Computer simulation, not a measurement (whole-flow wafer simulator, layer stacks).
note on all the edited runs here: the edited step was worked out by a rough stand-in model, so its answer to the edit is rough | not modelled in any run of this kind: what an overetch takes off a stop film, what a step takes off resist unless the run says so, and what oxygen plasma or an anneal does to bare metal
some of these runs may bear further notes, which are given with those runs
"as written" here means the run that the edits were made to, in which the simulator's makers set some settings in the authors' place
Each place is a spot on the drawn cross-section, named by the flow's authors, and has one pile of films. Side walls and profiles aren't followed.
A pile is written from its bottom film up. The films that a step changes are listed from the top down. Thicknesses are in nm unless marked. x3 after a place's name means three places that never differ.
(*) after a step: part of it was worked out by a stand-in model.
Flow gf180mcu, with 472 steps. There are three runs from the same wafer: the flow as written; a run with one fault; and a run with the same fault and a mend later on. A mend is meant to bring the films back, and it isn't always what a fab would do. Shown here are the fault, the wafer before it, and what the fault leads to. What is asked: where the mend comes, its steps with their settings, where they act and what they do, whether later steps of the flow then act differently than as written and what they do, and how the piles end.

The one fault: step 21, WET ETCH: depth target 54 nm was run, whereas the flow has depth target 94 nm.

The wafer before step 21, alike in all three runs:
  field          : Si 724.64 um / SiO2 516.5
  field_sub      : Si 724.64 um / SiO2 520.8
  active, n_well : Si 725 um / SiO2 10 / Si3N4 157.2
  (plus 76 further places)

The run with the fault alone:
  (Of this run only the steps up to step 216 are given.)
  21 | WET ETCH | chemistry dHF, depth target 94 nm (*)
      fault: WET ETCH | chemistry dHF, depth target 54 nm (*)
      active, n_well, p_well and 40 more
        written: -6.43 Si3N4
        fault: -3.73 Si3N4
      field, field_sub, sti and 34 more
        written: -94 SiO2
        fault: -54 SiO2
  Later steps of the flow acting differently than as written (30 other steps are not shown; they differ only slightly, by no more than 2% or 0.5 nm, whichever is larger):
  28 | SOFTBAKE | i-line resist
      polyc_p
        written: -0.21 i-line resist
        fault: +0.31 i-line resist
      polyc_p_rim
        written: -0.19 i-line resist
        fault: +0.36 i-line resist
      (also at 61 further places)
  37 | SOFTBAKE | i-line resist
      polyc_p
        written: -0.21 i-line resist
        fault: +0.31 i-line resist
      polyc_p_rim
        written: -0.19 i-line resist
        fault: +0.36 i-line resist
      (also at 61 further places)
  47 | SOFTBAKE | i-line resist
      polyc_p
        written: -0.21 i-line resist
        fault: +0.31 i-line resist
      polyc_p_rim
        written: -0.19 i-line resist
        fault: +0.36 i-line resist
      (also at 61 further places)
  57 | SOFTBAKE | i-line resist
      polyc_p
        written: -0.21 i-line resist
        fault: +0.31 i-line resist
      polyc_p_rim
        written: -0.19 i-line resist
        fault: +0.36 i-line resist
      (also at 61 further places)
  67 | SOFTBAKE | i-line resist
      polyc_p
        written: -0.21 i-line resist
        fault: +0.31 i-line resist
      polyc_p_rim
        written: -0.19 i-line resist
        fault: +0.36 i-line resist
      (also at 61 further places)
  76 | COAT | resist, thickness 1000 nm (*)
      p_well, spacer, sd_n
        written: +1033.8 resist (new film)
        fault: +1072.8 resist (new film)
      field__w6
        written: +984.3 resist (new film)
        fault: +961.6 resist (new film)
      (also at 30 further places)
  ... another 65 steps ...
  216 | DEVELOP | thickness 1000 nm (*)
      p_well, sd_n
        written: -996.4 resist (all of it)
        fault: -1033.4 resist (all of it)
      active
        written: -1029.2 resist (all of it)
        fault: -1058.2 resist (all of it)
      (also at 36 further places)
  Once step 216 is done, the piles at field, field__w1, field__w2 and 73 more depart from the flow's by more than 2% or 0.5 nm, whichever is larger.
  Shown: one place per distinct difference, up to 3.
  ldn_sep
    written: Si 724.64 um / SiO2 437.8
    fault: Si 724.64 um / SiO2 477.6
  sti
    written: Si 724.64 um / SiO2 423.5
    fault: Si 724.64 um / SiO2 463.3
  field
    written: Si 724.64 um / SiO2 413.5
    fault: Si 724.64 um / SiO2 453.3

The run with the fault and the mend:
  The mend follows step 21.
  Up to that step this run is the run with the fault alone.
  21a | WET ETCH | chemistry dHF, depth target 40 nm (the flow's step 21, run once more with other settings)
      field, field_sub, sti and 34 more
        -40 SiO2
  None of the later steps of the flow differs from how it acts as written, at any place that is followed, by more than 2% or 0.5 nm, whichever is larger.
  The piles end the same as the flow's at every place that both follow.
